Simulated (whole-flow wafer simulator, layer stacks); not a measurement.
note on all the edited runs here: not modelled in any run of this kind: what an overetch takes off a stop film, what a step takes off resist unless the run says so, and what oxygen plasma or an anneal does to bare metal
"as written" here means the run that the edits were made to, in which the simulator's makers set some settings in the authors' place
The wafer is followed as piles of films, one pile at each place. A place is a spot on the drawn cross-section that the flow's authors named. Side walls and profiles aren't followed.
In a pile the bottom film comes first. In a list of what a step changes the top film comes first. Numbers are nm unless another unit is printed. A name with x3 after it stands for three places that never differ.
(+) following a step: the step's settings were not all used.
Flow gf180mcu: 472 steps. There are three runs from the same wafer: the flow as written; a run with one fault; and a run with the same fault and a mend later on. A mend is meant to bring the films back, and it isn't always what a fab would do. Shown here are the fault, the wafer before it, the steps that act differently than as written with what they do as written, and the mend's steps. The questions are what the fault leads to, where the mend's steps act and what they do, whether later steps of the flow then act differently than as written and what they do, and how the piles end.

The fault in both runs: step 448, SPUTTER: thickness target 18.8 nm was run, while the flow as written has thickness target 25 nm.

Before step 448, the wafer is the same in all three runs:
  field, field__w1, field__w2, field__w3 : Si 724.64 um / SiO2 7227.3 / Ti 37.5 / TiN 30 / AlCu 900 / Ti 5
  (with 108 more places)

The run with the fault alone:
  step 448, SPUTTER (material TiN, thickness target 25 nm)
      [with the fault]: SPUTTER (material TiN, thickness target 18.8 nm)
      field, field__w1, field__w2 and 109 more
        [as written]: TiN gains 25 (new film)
        [with the fault]: TiN gains 18.8 (new film)
  Later steps of the flow acting differently than as written (5 more steps, not shown, differ only slightly: by at most 2% or 0.5 nm, whichever is larger):
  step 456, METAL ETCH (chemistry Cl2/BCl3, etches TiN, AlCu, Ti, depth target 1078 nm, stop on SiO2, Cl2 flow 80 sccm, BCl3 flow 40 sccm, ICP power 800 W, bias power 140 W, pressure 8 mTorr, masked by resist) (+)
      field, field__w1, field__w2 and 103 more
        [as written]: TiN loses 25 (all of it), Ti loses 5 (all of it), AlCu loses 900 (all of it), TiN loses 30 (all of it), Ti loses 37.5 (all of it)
        [with the fault]: TiN loses 18.8 (all of it), Ti loses 5 (all of it), AlCu loses 900 (all of it), TiN loses 30 (all of it), Ti loses 37.5 (all of it)
  The piles end different from the flow's at field__w8, contact, m1, m1__w1, pad, m1_nw by more than 2% or 0.5 nm, whichever is larger.
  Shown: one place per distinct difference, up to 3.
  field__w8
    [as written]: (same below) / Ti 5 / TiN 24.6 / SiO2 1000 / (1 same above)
    [with the fault]: (same below) / Ti 5 / TiN 18.4 / SiO2 1000 / (1 same above)
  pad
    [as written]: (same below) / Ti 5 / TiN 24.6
    [with the fault]: (same below) / Ti 5 / TiN 18.4

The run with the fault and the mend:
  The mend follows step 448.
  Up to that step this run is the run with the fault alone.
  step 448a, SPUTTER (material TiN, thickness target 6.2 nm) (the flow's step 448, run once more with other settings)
      field, field__w1, field__w2 and 109 more
        TiN gains 6.2
  Later steps of the flow that are run all act as written at every place that is followed.
  The piles end the same as the flow's at every place that both follow.
